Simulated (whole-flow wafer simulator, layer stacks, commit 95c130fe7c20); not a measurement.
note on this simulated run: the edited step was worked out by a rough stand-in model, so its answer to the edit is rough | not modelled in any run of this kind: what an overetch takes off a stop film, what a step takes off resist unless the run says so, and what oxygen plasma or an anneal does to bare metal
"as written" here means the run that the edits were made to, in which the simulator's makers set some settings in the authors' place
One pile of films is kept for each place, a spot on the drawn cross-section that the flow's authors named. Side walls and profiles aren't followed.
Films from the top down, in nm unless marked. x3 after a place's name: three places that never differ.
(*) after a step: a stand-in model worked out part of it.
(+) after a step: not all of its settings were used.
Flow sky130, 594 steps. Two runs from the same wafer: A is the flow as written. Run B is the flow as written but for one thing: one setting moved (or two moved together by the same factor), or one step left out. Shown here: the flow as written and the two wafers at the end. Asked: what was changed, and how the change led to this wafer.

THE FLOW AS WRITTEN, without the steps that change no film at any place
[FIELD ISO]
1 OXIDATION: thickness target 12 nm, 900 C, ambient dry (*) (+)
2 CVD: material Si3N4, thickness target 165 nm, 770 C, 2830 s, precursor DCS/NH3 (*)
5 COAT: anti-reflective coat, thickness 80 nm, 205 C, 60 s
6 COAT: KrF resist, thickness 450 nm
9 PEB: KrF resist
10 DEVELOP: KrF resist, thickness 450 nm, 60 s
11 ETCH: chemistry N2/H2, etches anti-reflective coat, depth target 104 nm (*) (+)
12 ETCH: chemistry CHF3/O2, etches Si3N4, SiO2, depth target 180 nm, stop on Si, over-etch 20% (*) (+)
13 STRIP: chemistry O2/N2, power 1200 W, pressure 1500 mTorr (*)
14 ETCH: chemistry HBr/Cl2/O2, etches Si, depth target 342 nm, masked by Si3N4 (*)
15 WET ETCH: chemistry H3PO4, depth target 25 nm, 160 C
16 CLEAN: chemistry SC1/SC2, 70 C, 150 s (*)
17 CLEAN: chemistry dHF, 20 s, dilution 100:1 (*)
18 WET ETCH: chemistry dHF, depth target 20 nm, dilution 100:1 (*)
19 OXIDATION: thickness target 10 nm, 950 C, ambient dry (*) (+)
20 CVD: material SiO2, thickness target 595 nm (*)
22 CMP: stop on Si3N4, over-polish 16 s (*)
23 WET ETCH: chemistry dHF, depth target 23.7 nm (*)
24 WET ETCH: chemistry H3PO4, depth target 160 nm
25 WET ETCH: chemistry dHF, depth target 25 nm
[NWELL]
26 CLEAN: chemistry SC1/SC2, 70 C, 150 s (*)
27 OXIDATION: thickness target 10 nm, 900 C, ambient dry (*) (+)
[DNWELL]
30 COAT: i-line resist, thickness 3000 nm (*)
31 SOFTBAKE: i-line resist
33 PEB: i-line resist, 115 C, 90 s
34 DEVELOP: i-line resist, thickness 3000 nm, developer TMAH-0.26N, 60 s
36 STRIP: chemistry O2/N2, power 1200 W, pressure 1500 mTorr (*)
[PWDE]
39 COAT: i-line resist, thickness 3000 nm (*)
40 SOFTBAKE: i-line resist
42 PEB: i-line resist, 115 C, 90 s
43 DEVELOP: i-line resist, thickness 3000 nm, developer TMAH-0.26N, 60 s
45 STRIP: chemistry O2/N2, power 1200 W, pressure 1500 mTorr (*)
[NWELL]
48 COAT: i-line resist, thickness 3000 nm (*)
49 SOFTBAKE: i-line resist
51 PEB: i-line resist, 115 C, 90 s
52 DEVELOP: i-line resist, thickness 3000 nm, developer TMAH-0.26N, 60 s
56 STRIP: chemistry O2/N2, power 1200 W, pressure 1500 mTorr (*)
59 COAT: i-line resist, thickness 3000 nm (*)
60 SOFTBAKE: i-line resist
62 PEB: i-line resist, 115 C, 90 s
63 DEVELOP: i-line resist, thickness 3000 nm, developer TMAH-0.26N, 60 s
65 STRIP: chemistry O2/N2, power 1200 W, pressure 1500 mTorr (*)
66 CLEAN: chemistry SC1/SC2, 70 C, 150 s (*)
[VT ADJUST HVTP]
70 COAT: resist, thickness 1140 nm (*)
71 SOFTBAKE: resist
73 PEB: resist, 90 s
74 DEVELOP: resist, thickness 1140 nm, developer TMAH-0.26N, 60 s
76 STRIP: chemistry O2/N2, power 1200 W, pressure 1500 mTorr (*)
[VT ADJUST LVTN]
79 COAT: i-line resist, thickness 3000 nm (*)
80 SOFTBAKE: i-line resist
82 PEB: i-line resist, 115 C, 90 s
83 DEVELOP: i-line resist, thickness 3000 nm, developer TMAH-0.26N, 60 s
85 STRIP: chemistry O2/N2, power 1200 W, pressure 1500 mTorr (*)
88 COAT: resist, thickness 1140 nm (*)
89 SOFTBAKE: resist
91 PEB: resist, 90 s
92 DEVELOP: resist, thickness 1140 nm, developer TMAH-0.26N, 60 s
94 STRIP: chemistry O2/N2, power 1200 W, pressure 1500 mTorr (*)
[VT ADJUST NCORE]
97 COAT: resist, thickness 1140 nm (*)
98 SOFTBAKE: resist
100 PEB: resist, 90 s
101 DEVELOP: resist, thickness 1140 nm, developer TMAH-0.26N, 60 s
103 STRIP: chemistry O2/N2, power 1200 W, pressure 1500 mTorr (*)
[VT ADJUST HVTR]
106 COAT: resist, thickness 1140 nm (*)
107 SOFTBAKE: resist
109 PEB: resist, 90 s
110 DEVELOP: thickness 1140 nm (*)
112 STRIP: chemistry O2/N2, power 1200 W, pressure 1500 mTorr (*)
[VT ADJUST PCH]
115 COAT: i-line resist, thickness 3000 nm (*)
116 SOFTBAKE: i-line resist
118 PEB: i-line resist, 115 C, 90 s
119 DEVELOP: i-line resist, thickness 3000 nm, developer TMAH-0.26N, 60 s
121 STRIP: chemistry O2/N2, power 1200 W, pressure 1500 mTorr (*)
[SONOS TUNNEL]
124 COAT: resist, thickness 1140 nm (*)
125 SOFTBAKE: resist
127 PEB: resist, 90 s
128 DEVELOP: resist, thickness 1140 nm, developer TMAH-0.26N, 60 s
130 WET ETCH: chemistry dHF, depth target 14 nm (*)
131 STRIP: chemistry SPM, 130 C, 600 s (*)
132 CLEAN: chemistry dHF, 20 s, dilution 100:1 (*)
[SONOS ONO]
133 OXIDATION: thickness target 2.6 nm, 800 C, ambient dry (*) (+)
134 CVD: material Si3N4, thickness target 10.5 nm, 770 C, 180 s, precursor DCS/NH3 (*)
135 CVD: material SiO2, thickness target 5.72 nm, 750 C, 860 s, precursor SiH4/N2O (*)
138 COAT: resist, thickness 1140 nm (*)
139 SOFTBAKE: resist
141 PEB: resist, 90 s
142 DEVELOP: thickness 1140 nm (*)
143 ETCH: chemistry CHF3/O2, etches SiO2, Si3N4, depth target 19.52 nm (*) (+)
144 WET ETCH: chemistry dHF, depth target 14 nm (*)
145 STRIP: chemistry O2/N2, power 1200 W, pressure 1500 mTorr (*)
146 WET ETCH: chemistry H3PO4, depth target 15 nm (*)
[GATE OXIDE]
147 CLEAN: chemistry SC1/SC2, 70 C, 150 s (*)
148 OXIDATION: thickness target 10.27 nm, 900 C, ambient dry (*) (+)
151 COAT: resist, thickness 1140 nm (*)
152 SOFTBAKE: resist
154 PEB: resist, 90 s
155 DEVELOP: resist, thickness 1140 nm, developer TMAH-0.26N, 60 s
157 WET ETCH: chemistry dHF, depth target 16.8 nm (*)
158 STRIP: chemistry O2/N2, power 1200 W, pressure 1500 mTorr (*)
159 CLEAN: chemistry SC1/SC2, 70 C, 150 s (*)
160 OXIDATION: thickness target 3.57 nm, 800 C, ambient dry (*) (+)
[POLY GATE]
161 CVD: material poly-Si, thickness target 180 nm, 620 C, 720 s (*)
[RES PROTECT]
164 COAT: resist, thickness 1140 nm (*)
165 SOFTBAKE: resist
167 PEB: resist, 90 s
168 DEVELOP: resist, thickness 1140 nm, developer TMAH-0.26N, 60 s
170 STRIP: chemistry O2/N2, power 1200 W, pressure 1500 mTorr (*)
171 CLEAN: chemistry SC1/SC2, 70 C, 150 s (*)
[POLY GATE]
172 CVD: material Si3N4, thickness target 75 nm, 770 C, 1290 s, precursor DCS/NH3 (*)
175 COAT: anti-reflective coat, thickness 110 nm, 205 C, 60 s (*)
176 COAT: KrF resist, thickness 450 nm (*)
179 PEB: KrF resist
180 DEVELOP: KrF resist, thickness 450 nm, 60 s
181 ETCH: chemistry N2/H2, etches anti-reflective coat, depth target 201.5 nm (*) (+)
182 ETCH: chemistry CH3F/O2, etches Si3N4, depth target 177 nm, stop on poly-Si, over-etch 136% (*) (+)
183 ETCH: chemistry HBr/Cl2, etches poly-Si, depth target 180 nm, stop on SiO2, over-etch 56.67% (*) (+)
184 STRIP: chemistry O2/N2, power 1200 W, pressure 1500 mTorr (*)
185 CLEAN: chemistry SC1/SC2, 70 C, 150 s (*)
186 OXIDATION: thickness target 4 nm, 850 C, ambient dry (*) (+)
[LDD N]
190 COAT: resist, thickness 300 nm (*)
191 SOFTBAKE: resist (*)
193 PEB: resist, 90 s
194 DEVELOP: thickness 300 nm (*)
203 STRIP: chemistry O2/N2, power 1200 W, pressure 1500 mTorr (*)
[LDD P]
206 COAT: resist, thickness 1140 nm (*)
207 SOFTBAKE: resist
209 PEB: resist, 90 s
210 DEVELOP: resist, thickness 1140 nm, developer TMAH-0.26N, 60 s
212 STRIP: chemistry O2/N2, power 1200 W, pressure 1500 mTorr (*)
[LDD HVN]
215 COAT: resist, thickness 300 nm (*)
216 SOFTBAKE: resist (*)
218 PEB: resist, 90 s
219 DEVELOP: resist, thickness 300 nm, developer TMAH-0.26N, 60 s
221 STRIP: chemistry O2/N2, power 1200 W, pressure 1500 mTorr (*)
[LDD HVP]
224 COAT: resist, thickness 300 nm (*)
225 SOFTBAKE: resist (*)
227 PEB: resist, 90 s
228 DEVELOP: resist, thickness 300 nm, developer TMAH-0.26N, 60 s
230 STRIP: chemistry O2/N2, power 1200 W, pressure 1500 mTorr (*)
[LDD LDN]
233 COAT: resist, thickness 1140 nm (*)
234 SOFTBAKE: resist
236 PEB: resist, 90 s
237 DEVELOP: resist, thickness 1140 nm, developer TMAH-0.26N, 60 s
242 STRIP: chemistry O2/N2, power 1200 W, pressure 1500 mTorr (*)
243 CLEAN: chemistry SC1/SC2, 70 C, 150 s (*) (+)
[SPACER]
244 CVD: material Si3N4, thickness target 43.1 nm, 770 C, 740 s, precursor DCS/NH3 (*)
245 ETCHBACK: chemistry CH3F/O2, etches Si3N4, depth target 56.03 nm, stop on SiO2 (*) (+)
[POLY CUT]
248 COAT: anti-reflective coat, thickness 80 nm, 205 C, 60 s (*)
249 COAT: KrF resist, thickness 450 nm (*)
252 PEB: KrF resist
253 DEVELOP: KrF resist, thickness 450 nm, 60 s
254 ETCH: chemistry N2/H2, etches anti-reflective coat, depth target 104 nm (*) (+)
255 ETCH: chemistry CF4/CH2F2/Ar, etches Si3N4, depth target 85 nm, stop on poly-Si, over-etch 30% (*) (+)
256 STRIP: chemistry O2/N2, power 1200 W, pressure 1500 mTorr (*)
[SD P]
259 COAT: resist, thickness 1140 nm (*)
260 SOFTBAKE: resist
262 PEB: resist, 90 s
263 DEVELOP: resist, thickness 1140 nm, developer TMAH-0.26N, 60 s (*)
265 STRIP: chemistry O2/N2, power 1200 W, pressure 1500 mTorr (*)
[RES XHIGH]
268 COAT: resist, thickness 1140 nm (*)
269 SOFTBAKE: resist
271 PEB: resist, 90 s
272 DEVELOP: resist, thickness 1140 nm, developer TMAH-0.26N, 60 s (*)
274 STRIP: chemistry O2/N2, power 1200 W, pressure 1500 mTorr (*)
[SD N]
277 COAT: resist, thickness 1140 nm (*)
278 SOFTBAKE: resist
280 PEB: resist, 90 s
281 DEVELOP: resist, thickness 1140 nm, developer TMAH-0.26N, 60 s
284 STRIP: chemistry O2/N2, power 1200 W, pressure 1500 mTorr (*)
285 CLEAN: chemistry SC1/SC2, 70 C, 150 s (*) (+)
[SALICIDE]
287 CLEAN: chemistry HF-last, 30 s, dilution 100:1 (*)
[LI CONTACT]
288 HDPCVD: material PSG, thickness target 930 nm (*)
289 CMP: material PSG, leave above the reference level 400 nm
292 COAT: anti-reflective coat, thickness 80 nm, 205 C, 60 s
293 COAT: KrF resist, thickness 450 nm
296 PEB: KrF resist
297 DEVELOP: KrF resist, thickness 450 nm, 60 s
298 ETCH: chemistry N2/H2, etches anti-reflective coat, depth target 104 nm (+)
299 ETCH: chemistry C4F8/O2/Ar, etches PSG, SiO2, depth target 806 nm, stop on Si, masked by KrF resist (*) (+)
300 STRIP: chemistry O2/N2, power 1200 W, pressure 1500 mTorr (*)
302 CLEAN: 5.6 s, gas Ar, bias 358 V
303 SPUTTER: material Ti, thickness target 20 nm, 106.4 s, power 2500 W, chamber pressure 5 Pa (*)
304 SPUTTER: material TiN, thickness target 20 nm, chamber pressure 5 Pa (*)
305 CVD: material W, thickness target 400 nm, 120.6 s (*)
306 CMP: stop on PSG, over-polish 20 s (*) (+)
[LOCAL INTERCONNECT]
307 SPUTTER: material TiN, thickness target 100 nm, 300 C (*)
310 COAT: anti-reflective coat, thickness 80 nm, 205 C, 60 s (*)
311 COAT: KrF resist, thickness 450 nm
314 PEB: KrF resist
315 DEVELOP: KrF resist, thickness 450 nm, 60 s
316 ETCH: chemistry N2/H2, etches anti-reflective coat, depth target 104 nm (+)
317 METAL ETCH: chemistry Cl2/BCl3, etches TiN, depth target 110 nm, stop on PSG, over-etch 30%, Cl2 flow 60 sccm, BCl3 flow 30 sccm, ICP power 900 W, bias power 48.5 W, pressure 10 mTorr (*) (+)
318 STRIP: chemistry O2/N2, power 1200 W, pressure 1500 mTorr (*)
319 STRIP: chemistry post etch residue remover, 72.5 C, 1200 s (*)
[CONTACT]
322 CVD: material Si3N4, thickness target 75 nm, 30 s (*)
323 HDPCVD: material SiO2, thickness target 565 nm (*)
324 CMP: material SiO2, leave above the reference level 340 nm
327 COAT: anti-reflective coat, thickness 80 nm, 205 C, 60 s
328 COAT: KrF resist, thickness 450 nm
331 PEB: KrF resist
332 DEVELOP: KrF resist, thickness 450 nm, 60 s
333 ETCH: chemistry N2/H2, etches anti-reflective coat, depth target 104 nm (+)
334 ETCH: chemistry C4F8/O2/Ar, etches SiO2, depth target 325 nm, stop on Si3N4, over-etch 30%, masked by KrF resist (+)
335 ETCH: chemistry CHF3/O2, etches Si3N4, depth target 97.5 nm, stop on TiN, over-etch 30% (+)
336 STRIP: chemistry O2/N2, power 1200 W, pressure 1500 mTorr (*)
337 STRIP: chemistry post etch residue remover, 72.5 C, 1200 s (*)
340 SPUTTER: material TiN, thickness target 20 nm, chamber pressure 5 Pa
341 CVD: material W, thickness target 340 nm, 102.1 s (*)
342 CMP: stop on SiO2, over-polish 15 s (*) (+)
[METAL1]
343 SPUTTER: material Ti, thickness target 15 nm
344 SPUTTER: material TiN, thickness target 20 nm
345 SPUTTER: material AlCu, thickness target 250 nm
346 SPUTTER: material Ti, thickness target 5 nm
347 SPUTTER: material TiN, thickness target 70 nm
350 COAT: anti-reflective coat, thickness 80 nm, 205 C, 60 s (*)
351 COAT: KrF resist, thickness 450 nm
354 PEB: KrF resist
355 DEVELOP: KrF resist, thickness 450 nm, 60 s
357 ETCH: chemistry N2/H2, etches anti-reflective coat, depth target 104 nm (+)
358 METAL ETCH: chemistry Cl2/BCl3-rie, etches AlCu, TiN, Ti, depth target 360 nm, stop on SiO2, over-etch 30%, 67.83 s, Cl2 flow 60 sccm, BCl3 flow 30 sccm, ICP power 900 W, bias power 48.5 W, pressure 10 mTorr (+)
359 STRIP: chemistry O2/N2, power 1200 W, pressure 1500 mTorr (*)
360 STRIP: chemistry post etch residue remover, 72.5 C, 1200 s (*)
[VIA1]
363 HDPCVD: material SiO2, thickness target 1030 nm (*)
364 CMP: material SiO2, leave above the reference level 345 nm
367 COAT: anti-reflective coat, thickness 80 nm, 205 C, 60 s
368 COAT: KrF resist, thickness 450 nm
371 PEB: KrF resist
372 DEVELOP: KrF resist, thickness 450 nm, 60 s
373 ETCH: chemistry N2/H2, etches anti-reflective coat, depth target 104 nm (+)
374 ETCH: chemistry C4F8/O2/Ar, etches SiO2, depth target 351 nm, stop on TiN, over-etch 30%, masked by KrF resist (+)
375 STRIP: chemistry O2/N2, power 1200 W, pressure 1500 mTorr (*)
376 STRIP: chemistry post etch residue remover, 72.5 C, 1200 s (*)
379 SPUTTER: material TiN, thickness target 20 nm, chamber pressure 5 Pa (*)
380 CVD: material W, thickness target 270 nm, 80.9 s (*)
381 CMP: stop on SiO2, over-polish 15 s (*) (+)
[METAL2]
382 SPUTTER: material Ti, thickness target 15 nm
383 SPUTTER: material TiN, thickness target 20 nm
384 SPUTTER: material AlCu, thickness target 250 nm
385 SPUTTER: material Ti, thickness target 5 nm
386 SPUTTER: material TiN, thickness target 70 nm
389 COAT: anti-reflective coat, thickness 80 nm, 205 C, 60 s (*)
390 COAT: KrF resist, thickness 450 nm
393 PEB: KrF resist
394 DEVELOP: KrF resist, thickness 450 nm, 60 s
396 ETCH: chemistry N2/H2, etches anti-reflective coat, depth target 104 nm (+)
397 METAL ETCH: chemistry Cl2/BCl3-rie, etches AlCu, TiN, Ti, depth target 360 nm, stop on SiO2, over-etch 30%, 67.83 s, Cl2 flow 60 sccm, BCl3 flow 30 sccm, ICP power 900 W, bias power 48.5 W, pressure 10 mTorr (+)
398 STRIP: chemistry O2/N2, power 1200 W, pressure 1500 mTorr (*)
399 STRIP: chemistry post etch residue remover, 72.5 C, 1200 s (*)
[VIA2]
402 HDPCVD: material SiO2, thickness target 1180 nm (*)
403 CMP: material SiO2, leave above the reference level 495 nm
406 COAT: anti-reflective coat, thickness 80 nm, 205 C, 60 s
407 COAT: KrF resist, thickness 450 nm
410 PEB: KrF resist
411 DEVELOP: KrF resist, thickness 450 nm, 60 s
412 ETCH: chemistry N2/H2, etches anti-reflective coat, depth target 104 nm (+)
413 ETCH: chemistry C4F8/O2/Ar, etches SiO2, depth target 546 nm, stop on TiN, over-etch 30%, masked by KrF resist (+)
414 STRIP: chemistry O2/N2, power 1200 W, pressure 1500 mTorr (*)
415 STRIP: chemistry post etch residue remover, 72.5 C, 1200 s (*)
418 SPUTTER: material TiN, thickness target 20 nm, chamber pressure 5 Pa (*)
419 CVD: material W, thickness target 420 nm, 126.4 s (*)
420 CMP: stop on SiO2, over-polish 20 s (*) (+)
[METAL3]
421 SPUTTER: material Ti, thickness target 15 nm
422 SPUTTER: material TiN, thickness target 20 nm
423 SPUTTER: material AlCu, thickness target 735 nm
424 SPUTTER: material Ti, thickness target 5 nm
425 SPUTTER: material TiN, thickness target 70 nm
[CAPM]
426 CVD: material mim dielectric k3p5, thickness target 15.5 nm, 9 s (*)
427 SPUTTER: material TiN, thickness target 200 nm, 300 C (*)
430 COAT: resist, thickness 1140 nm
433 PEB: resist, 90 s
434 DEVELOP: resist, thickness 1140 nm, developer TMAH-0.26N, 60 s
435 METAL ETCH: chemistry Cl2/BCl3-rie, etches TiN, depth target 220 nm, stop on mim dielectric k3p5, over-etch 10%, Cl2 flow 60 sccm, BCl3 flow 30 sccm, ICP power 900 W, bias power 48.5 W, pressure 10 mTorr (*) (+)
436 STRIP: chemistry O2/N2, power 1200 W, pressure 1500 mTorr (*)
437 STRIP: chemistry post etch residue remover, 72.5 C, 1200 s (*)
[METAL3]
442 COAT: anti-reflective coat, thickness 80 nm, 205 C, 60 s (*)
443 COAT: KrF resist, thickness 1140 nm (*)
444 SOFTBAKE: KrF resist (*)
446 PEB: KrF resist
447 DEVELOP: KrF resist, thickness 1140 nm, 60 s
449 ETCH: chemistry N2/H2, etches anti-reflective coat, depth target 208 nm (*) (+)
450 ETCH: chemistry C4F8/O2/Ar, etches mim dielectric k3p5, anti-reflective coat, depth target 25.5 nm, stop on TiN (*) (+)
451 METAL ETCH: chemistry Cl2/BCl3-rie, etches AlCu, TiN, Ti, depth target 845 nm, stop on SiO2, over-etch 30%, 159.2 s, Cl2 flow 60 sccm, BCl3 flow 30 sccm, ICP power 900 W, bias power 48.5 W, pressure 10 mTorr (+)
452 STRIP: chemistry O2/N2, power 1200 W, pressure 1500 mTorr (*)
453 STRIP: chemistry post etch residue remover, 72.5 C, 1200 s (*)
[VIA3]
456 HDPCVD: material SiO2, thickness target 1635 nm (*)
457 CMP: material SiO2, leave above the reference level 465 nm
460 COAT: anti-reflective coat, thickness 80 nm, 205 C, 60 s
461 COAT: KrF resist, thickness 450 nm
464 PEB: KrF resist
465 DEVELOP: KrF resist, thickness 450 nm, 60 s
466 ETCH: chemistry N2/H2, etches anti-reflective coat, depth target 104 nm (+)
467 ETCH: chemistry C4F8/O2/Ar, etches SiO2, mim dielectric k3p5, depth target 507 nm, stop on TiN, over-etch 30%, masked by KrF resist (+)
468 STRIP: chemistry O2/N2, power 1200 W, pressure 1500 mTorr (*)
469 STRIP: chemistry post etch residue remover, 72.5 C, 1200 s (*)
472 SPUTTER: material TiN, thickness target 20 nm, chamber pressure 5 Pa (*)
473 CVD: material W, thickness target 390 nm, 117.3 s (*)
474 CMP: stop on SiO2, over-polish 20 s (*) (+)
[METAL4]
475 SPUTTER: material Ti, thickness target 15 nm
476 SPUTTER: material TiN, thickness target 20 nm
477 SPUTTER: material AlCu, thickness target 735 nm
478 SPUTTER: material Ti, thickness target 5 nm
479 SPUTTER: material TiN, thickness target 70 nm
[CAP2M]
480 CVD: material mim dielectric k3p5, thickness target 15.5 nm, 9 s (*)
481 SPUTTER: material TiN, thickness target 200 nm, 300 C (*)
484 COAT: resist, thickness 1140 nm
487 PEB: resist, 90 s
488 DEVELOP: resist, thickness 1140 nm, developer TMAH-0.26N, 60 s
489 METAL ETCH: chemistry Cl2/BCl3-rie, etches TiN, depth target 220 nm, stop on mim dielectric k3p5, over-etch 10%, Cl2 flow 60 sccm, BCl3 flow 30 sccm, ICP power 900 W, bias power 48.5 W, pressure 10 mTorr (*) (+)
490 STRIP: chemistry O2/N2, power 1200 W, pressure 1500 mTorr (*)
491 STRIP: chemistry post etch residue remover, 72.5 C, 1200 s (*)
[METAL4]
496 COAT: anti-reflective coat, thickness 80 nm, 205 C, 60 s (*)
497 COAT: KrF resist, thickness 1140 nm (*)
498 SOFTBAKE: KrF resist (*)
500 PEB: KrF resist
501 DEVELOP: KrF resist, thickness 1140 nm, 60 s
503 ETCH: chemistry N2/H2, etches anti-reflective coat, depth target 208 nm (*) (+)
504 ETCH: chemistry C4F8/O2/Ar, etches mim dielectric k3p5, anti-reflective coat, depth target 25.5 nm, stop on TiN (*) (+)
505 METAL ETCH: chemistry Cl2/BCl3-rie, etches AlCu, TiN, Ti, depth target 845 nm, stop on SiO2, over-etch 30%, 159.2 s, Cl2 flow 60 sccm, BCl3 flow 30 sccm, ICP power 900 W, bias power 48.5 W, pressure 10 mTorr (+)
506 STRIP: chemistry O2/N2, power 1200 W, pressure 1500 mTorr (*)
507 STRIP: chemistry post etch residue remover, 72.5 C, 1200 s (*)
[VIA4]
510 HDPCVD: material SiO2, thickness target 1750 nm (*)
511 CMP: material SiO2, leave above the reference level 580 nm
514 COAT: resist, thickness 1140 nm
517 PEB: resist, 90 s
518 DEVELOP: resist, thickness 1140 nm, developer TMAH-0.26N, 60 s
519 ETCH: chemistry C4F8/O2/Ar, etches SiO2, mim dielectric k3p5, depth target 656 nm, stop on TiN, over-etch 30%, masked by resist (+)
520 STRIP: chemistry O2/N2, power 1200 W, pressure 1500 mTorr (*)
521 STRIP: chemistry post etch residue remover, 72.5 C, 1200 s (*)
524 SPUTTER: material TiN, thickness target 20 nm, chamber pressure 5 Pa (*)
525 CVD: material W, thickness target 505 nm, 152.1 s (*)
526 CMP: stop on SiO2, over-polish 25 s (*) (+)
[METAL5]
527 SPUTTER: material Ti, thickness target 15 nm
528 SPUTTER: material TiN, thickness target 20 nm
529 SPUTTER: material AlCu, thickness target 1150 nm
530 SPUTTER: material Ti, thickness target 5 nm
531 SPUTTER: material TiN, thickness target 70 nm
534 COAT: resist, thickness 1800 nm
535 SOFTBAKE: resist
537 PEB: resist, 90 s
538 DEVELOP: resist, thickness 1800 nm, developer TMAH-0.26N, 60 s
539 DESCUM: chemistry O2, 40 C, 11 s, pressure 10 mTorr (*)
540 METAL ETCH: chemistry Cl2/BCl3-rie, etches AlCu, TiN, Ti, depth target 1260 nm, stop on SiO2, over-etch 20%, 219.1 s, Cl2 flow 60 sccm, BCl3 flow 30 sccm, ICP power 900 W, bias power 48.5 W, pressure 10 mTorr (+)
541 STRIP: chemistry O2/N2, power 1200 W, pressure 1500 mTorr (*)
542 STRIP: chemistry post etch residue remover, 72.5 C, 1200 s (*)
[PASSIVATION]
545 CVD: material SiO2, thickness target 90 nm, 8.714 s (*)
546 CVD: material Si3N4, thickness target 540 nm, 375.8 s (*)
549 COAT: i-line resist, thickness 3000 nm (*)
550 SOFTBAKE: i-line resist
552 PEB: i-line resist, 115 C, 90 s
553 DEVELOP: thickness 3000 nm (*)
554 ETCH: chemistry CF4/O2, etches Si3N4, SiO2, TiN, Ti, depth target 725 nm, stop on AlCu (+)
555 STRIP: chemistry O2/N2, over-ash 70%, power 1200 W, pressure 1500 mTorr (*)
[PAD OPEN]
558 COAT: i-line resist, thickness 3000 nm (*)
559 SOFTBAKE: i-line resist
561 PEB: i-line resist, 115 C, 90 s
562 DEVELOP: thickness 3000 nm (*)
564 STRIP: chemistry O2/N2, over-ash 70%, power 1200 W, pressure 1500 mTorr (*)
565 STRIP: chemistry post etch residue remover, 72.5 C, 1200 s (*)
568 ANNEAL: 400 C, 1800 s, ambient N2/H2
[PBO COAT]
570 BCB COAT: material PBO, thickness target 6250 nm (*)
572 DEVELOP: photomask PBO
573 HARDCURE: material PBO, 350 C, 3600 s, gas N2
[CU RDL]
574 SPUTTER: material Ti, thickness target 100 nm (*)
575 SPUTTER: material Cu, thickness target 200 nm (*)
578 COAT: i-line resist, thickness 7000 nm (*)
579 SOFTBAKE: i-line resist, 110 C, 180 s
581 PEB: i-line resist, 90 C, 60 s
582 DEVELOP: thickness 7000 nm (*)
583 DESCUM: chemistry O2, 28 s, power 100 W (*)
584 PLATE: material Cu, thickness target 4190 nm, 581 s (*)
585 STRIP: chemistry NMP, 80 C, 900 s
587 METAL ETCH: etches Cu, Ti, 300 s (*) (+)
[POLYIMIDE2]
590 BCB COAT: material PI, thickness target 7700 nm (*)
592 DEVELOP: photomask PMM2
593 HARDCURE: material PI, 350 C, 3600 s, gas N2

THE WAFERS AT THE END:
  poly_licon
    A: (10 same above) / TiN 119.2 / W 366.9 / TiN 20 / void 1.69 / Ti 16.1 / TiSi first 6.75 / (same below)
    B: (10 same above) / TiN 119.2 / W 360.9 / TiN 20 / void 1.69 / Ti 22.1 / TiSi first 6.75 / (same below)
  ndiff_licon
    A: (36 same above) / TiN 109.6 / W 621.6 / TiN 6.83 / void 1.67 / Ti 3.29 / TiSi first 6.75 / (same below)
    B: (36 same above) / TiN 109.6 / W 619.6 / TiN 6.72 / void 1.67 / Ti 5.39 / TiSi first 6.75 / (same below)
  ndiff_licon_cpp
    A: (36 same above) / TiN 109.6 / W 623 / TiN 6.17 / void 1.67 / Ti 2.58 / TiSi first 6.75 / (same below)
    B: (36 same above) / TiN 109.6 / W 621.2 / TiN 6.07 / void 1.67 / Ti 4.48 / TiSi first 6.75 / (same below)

The cause: step 303, SPUTTER: thickness target 26 nm was run, where the flow has thickness target 20 nm.

How the change led to this, step by step:
  303 SPUTTER: material Ti, thickness target 20 nm, 106.4 s, power 2500 W, chamber pressure 5 Pa (*)
      field, active, n_well and 185 more: A Ti +20 (new film) | B Ti +26 (new film)
      ndiff_licon: A Ti +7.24 (new film) | B Ti +9.34 (new film)
      (and at 2 more places)
  306 CMP: stop on PSG, over-polish 20 s (*) (+)
      field, active, n_well and 184 more: A W -400 (all of it), TiN -20 (all of it), Ti -20 (all of it), PSG -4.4 | B W -400 (all of it), TiN -20 (all of it), Ti -26 (all of it), PSG -4.4
      poly_licon: A W -33.1 | B W -39.1
